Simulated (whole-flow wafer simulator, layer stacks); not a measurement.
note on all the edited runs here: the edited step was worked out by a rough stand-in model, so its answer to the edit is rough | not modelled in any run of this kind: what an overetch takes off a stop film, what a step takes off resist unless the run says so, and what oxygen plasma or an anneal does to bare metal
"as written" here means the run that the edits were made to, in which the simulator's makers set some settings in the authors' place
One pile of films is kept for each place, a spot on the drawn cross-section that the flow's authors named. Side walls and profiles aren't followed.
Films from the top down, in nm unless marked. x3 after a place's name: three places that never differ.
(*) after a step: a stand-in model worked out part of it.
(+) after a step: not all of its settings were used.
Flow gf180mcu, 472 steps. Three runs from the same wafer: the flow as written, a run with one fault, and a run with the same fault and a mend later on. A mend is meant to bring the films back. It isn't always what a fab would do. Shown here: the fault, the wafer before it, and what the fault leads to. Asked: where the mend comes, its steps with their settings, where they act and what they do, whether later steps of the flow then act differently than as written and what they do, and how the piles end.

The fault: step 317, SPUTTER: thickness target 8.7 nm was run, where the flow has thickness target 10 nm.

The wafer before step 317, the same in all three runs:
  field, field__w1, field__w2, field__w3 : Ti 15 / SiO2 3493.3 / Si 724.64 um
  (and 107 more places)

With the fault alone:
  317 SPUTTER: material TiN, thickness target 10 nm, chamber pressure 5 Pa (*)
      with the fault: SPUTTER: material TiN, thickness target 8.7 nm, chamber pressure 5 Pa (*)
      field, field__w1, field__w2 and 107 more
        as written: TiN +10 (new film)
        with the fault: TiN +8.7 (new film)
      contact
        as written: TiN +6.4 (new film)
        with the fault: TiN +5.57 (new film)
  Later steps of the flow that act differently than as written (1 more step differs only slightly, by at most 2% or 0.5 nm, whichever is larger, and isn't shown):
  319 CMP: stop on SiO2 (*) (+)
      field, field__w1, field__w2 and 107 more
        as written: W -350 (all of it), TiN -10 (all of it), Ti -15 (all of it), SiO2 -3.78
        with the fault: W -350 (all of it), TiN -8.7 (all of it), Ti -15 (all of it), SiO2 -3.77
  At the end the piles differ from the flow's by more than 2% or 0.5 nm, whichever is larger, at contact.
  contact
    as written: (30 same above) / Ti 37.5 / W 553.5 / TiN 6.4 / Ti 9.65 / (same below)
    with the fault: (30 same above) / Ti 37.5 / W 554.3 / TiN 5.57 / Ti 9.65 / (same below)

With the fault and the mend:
  The mend comes after step 317.
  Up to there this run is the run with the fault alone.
  317a SPUTTER: material TiN, thickness target 1.3 nm, chamber pressure 5 Pa (*) (the flow's step 317 once more, with other settings)
      field, field__w1, field__w2 and 107 more
        TiN +1.3
      contact
        TiN +0.83
  No later step of the flow acts differently than as written at any place that is followed.
  At the end the piles are the same as the flow's at every place that both follow.
